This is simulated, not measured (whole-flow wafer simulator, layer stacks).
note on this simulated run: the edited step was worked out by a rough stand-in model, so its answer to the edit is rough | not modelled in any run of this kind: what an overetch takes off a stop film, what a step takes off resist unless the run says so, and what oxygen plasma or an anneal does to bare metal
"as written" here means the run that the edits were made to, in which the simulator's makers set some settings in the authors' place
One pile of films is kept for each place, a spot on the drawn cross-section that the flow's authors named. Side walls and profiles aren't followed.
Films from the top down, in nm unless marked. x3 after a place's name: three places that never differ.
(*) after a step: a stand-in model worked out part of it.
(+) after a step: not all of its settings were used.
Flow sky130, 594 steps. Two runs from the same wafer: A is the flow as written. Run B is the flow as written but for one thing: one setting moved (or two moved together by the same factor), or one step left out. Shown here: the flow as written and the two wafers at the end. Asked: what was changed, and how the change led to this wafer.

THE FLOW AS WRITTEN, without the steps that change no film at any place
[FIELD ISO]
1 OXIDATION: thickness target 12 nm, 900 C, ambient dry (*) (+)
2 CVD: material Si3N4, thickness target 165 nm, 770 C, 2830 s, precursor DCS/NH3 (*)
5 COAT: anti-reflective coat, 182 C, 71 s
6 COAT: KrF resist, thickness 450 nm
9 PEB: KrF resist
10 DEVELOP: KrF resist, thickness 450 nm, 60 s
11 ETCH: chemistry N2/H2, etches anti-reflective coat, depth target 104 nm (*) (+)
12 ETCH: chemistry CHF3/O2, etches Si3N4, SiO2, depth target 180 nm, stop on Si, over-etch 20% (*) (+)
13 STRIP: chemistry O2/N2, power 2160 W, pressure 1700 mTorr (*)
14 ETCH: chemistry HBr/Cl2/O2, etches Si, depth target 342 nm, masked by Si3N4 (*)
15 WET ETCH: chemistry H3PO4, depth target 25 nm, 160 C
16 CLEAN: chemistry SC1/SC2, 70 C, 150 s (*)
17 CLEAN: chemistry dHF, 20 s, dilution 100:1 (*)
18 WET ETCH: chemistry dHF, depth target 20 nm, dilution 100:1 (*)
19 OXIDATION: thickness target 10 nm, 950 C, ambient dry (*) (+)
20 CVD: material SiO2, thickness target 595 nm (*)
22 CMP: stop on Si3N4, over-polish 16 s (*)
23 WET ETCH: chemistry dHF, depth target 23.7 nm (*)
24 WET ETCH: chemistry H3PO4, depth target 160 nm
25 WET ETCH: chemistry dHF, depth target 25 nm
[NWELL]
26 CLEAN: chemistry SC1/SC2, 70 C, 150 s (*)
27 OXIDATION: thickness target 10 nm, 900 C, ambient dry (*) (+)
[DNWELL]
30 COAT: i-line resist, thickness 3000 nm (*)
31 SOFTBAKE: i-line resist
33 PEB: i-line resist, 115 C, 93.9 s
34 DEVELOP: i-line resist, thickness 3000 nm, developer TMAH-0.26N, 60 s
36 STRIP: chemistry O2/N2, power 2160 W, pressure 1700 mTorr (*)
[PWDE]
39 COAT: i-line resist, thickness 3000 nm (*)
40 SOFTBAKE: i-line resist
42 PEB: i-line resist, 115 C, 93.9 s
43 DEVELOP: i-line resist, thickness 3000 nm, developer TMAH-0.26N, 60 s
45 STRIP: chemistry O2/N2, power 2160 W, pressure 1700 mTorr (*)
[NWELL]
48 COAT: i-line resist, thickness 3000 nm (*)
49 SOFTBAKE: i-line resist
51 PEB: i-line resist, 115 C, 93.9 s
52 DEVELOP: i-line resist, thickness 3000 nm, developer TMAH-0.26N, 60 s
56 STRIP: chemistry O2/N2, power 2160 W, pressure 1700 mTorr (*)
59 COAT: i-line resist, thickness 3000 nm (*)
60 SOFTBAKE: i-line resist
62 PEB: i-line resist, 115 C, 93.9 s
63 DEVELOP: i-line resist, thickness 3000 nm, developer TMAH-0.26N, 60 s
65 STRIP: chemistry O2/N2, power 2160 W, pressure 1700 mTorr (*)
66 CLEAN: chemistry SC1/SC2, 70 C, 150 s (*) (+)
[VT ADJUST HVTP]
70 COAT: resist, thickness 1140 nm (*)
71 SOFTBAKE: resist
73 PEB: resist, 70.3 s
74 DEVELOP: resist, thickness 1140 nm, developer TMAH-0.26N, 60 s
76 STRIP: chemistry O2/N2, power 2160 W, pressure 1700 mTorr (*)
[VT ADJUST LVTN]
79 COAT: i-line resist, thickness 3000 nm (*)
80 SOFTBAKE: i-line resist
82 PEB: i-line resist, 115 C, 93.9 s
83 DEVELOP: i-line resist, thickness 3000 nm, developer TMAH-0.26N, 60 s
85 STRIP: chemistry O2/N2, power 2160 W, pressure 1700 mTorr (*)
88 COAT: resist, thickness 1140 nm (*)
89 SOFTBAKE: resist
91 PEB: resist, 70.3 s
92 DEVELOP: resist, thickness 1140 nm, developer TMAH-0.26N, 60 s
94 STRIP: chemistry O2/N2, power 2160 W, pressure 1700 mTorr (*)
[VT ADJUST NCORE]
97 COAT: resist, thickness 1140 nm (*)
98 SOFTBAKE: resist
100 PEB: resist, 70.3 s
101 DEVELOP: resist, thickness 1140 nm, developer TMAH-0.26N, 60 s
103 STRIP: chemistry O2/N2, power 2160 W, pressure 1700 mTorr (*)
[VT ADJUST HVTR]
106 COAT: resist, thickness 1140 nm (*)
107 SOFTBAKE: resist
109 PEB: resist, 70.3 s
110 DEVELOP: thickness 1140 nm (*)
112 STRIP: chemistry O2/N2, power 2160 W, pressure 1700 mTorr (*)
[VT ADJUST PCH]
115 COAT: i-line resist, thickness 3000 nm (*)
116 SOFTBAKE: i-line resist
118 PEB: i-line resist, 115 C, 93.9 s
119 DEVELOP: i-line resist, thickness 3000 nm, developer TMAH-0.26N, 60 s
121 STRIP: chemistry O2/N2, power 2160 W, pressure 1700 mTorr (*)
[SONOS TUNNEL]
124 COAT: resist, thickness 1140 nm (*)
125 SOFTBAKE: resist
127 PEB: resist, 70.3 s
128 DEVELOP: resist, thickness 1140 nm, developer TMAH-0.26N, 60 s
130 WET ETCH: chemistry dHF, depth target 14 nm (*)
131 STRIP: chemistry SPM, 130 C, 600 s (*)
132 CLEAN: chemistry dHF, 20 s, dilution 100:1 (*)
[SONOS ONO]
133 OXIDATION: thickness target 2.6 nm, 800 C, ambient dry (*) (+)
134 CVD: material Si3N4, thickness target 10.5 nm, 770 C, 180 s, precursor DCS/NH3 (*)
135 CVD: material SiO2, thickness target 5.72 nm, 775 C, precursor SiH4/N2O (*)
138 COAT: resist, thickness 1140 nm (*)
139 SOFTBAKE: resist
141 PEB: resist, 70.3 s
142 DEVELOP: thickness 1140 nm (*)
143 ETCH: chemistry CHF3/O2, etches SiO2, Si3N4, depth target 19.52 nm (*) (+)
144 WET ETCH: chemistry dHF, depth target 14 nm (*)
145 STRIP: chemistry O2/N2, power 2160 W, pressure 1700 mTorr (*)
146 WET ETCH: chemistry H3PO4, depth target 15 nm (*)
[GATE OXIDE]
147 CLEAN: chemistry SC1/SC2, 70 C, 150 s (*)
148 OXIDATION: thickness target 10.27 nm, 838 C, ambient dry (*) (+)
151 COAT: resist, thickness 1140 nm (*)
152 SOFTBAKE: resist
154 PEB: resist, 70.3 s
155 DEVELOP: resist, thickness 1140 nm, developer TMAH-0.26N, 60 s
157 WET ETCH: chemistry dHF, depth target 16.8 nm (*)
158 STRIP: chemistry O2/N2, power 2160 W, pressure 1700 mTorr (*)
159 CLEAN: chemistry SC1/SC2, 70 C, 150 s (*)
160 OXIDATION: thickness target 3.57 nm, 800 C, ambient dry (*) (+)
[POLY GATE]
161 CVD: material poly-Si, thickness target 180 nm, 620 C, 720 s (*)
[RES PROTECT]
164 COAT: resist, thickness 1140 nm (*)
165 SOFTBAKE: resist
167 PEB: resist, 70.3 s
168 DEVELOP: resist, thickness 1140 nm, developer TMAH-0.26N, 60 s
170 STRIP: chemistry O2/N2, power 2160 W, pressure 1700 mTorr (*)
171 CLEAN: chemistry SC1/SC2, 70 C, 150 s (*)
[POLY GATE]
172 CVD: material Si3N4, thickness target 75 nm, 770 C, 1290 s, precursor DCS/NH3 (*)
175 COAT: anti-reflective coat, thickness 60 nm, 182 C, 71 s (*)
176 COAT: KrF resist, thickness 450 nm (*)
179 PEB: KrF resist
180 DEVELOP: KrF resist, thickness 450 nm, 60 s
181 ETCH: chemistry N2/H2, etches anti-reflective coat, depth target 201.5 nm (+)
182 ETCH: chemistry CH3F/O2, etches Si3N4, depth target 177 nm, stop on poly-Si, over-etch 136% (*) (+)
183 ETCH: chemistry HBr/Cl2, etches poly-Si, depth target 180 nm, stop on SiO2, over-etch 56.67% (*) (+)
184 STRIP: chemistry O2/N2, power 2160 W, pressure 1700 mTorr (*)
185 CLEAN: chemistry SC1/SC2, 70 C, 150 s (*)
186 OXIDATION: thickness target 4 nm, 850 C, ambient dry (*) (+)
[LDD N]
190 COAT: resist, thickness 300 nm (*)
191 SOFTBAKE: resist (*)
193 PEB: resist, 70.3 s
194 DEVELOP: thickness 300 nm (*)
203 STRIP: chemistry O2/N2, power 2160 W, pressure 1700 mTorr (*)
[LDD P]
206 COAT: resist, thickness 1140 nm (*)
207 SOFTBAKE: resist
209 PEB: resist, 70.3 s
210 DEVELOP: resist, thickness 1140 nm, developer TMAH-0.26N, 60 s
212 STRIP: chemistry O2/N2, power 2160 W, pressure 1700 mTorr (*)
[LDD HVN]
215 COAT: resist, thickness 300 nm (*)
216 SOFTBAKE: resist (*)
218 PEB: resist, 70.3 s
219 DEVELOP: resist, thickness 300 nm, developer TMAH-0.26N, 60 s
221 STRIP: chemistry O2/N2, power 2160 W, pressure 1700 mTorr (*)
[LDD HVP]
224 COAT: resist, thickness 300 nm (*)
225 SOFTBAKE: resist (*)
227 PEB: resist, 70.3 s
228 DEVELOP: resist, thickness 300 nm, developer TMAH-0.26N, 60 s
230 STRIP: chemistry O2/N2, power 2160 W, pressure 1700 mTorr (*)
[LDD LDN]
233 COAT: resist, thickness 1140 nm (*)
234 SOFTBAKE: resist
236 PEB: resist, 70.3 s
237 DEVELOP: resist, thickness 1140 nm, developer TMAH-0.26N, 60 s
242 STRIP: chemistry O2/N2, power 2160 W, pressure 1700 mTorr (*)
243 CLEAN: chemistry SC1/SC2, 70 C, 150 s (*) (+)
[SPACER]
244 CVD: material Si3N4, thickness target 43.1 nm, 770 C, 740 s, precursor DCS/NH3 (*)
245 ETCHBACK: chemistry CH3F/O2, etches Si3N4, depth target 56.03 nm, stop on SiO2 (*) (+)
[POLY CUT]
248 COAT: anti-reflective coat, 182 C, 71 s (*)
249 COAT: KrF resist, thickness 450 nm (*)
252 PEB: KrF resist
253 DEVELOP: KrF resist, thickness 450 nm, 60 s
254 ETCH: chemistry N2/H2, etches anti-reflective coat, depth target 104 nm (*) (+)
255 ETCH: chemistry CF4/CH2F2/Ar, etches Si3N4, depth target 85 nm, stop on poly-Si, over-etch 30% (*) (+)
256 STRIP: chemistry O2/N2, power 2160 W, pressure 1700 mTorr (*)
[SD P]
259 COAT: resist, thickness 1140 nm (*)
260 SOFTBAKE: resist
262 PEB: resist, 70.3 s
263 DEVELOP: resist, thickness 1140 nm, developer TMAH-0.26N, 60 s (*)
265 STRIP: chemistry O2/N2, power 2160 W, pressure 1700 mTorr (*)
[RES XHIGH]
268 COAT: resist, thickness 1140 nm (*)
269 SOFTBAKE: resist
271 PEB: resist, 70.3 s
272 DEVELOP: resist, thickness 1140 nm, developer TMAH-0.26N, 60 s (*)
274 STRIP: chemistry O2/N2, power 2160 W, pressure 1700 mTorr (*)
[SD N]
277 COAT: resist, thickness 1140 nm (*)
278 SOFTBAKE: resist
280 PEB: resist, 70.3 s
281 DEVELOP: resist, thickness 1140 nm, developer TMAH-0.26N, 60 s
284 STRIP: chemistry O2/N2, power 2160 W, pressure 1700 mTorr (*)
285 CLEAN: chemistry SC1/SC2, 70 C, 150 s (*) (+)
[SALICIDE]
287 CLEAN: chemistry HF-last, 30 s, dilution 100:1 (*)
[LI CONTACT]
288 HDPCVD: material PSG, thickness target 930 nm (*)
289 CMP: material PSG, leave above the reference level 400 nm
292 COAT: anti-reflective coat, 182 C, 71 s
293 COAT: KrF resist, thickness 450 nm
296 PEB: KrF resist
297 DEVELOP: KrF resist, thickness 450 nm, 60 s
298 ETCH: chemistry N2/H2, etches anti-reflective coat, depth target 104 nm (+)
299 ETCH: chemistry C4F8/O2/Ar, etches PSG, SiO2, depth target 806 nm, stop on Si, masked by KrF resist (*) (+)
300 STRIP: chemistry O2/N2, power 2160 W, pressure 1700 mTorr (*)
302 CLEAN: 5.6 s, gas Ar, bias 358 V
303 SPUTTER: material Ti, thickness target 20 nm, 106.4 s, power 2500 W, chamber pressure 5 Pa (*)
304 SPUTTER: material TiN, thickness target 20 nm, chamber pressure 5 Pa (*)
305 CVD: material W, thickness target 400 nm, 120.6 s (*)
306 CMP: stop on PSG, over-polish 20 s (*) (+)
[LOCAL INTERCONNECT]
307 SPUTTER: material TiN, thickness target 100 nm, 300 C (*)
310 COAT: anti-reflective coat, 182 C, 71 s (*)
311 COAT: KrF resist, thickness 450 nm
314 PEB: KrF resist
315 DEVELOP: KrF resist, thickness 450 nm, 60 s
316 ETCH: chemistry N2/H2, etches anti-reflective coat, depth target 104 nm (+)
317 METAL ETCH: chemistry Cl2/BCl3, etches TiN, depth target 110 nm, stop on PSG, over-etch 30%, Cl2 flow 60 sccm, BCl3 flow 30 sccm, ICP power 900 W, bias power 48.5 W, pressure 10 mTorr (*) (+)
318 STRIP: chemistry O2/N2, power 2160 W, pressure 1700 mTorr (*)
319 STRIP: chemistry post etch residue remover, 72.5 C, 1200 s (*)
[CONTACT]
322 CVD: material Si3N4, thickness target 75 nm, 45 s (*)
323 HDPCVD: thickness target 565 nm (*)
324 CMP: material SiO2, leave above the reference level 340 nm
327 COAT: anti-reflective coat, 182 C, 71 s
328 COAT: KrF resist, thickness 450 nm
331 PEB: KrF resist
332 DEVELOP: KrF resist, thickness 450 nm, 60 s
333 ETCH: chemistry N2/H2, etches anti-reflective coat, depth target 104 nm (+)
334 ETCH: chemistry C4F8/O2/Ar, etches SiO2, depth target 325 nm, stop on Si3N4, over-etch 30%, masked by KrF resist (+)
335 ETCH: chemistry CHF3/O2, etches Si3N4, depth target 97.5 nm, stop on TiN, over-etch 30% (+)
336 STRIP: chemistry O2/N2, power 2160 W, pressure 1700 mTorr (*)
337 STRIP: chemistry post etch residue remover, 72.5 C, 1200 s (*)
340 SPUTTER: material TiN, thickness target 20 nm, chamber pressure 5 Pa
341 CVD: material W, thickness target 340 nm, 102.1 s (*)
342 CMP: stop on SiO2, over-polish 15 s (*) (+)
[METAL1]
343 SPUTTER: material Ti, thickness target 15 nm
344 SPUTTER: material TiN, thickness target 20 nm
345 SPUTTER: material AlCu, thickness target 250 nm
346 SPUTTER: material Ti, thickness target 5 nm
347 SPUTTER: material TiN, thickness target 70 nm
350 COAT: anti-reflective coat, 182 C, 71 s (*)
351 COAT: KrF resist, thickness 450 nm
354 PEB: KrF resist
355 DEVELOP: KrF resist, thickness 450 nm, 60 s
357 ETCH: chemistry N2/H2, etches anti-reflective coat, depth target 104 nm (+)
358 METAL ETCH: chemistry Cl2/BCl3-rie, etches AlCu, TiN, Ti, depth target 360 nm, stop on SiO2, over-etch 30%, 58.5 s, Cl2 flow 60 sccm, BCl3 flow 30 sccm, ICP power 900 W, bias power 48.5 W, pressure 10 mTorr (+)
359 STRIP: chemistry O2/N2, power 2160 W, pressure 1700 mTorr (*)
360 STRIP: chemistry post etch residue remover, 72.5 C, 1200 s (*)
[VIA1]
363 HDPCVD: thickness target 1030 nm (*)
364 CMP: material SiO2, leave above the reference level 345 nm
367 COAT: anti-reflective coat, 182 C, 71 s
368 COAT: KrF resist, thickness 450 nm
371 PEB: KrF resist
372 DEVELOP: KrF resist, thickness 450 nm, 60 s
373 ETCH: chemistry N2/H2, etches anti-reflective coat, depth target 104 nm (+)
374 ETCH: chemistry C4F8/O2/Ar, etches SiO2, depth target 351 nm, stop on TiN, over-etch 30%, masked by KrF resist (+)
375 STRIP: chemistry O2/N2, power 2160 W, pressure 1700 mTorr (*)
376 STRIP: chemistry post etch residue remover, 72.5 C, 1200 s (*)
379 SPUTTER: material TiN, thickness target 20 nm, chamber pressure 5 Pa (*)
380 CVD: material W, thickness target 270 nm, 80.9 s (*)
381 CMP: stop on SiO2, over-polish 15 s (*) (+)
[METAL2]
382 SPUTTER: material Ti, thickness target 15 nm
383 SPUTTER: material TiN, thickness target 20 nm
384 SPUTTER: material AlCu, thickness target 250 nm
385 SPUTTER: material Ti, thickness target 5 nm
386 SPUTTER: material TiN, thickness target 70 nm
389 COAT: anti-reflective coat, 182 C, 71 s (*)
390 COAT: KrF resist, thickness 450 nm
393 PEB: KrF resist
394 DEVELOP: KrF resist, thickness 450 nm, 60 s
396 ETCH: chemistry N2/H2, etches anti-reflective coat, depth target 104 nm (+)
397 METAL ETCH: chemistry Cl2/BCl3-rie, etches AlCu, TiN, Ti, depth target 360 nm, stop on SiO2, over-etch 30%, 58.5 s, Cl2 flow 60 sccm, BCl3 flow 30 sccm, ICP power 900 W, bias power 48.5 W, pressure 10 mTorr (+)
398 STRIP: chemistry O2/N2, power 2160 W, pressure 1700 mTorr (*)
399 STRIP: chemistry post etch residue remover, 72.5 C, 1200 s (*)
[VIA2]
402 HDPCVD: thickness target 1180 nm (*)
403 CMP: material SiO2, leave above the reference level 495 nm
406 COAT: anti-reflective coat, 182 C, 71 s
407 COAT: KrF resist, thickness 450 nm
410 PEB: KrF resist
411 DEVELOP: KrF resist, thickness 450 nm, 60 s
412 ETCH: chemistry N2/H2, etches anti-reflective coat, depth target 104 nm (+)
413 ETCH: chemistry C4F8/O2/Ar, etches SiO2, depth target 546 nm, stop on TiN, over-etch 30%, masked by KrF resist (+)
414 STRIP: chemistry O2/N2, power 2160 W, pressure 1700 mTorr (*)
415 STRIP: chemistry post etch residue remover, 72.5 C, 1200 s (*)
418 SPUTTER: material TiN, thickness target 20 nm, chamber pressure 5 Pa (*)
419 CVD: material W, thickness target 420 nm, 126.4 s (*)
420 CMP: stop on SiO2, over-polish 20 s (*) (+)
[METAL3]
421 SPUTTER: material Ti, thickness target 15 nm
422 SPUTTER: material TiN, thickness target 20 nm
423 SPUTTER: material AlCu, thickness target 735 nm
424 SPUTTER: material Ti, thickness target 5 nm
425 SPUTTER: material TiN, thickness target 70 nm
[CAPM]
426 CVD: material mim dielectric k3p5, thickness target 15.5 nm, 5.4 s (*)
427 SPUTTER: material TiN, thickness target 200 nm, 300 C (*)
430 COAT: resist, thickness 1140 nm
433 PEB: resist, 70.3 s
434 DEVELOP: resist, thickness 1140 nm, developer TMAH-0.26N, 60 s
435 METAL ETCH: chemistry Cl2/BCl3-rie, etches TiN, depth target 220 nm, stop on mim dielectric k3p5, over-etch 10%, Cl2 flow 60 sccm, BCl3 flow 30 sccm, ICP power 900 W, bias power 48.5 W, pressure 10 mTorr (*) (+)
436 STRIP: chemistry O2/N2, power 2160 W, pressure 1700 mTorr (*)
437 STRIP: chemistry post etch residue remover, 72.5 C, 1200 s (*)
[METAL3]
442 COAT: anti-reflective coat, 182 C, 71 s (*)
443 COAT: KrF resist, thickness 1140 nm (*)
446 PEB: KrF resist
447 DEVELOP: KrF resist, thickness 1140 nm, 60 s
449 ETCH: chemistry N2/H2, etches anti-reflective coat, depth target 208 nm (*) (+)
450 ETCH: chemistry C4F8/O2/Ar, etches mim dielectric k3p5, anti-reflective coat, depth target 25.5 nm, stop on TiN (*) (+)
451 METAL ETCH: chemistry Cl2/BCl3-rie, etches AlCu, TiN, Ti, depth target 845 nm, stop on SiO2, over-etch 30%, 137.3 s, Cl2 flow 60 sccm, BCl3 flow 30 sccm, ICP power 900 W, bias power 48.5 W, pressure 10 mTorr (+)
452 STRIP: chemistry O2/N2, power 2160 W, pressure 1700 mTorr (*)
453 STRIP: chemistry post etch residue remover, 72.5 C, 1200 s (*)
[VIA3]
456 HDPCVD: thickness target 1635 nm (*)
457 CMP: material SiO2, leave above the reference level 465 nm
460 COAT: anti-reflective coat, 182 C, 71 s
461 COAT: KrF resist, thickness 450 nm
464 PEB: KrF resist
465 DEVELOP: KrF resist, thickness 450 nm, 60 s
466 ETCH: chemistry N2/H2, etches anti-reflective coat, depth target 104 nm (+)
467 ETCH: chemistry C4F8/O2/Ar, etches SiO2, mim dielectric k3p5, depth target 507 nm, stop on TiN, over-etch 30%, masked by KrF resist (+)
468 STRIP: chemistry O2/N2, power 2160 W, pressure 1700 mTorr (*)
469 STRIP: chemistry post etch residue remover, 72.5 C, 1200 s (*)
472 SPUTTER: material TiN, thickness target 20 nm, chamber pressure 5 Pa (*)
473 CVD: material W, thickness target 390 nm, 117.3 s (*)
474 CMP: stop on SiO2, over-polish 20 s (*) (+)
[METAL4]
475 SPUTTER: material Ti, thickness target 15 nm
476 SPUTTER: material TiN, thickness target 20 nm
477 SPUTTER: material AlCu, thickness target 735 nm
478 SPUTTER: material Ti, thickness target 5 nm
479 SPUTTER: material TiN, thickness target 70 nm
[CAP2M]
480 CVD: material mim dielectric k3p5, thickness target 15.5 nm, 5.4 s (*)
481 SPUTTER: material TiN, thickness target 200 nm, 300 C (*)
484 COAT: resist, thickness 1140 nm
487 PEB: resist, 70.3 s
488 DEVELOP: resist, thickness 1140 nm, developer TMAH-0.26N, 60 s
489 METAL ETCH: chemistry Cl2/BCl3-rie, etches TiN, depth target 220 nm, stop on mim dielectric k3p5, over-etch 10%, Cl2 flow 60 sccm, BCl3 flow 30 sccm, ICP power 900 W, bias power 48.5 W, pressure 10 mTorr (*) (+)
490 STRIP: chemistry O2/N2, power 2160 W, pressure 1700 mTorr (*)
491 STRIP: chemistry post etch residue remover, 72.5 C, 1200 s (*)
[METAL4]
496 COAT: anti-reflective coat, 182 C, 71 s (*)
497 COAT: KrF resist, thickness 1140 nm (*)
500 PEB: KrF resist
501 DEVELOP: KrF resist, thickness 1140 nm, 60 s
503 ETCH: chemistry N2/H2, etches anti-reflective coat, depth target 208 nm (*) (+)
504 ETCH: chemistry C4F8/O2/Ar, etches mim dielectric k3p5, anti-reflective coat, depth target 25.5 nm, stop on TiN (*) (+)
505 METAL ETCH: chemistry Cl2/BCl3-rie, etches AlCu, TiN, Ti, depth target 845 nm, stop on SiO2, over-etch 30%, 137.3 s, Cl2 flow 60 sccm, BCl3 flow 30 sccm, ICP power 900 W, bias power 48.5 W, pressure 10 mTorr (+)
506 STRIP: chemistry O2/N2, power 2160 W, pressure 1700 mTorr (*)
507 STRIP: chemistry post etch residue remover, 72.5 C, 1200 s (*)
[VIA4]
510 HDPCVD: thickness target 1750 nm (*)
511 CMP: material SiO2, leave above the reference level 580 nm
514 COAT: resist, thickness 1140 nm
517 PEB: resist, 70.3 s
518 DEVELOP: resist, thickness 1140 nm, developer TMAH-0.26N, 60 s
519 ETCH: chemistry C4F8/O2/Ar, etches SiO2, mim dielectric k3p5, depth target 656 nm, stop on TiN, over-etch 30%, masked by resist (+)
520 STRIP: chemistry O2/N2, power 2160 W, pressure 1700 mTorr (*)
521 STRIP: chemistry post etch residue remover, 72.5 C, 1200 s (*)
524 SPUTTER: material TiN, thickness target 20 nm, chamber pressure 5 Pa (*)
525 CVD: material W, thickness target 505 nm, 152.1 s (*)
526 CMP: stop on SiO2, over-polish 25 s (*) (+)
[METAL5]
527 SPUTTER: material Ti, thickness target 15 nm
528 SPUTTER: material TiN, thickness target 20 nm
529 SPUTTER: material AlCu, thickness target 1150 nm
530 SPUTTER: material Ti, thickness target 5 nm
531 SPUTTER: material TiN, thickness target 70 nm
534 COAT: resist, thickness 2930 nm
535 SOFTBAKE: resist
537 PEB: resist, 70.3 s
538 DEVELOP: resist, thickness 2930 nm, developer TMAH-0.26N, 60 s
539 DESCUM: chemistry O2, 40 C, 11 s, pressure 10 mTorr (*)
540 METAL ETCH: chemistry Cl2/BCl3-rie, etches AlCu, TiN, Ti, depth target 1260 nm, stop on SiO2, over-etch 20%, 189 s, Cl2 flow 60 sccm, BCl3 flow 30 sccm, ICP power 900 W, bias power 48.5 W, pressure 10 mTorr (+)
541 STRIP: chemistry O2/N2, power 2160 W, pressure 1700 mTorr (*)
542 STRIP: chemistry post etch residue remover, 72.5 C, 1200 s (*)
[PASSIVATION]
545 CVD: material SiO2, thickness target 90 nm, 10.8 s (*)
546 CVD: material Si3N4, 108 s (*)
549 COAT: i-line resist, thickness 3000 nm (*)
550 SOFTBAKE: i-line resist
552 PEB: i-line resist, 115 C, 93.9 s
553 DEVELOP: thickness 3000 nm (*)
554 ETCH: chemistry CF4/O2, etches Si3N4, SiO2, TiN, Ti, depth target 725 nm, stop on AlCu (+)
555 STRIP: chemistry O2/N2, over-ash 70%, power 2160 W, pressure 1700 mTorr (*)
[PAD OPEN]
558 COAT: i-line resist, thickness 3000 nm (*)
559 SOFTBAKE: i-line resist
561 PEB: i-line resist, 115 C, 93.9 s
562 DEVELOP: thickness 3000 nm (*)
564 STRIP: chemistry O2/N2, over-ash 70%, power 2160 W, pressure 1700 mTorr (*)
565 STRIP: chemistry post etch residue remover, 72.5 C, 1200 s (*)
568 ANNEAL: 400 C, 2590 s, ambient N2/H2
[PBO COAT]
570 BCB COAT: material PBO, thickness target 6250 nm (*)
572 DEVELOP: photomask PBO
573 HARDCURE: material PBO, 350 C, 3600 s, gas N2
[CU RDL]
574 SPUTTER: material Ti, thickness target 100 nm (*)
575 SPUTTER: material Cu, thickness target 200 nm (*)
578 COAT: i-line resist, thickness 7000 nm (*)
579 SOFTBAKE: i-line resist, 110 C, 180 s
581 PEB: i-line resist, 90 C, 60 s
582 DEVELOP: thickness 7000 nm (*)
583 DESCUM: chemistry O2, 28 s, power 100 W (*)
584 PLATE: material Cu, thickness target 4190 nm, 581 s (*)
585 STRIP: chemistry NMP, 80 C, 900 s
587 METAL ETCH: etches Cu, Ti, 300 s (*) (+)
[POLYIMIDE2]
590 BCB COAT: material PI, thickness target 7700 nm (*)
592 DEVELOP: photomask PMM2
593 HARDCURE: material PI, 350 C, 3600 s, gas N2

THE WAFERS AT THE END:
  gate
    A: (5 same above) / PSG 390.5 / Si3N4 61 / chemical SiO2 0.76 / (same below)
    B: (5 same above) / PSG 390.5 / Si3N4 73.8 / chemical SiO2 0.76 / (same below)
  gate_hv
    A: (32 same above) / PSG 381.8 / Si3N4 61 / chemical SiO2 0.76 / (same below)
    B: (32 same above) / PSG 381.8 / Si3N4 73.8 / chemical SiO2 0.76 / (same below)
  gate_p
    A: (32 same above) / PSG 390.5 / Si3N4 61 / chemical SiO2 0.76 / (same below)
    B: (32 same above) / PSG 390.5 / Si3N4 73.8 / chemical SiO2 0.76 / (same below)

The cause: step 245, ETCHBACK: depth target 43.14 nm was run, where the flow has depth target 56.03 nm.

How the change led to this, step by step:
  245 ETCHBACK: chemistry CH3F/O2, etches Si3N4, depth target 56.03 nm, stop on SiO2 (*) (+)
      field, active, p_well and 70 more: A Si3N4 -43.1 (all of it), SiO2 -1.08 | B Si3N4 -43.1 (all of it)
      n_well, gate, gate_hv and 74 more: A Si3N4 -56 | B Si3N4 -43.1
      (and at 31 more places)
  248 COAT: anti-reflective coat, 182 C, 71 s (*)
      poly_licon, rpo_hd_licon: A anti-reflective coat +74 (new film) | B anti-reflective coat +72.5 (new film)
      rpm_encl, rpm_encl_psd: A anti-reflective coat +128.3 (new film) | B anti-reflective coat +131.2 (new film)
      (and at 71 more places)
  249 COAT: KrF resist, thickness 450 nm (*)
      n_well: A KrF resist +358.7 (new film) | B KrF resist +348.3 (new film)
      pad: A KrF resist +349.1 (new film) | B KrF resist +338.7 (new film)
      (and at 13 more places)
  253 DEVELOP: KrF resist, thickness 450 nm, 60 s
      rxpo_ln: A KrF resist -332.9 (all of it) | B KrF resist -323.4 (all of it)
  254 ETCH: chemistry N2/H2, etches anti-reflective coat, depth target 104 nm (*) (+)
      field, active, n_well and 180 more: A KrF resist -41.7 | B KrF resist -40.8
      poly_licon, rpo_hd_licon: A anti-reflective coat -74 (all of it) | B anti-reflective coat -72.5 (all of it)
      (and at 2 more places)
  255 ETCH: chemistry CF4/CH2F2/Ar, etches Si3N4, depth target 85 nm, stop on poly-Si, over-etch 30% (*) (+)
      field, active, n_well and 180 more: A KrF resist -40.7 | B KrF resist -42.5
      rpo_wd, rxpo_wd: A Si3N4 -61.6 (all of it), chemical SiO2 -0.75 (all of it) | B Si3N4 -74.5 (all of it), chemical SiO2 -0.75 (all of it)
      (and at 5 more places)
  256 STRIP: chemistry O2/N2, power 2160 W, pressure 1700 mTorr (*)
      rpm_encl, rpm_encl_psd: A KrF resist -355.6 (all of it), anti-reflective coat -128.3 (all of it) | B KrF resist -354.1 (all of it), anti-reflective coat -131.2 (all of it)
      active: A KrF resist -323.4 (all of it), anti-reflective coat -216.3 (all of it) | B KrF resist -317.3 (all of it), anti-reflective coat -226.2 (all of it)
      (and at 93 more places)
  260 SOFTBAKE: resist
      m1: A resist -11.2 | B resist -11.9
      nwell_res: A resist +9.39 | B resist +9.93
      (and at 27 more places)
  269 SOFTBAKE: resist
      m1: A resist -11.2 | B resist -11.9
      nwell_res: A resist +9.39 | B resist +9.93
      (and at 27 more places)
  278 SOFTBAKE: resist
      m1: A resist -11.2 | B resist -11.9
      nwell_res: A resist +9.39 | B resist +9.93
      (and at 28 more places)
  289 CMP: material PSG, leave above the reference level 400 nm
      mim, vpp_sp, vpp_ln and 30 more: A PSG -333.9 | B PSG -322.1
      active, p_well, sd_n and 19 more: A PSG -285.8 | B PSG -274
      (and at 58 more places)
  299 ETCH: chemistry C4F8/O2/Ar, etches PSG, SiO2, depth target 806 nm, stop on Si, masked by KrF resist (*) (+)
      contact, ndiff_licon, ndiff_licon_cpp: A PSG -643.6 (all of it), SiO2 -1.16 (all of it) | B PSG -655.4 (all of it), SiO2 -2.23 (all of it)
      poly_licon, rpo_hd_licon: A PSG -411.7 (all of it) | B PSG -424.6 (all of it)
  303 SPUTTER: material Ti, thickness target 20 nm, 106.4 s, power 2500 W, chamber pressure 5 Pa (*)
      ndiff_licon_cpp: A Ti +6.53 (new film) | B Ti +7.08 (new film)
  306 CMP: stop on PSG, over-polish 20 s (*) (+)
      poly_licon: A W -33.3 | B W -20.4
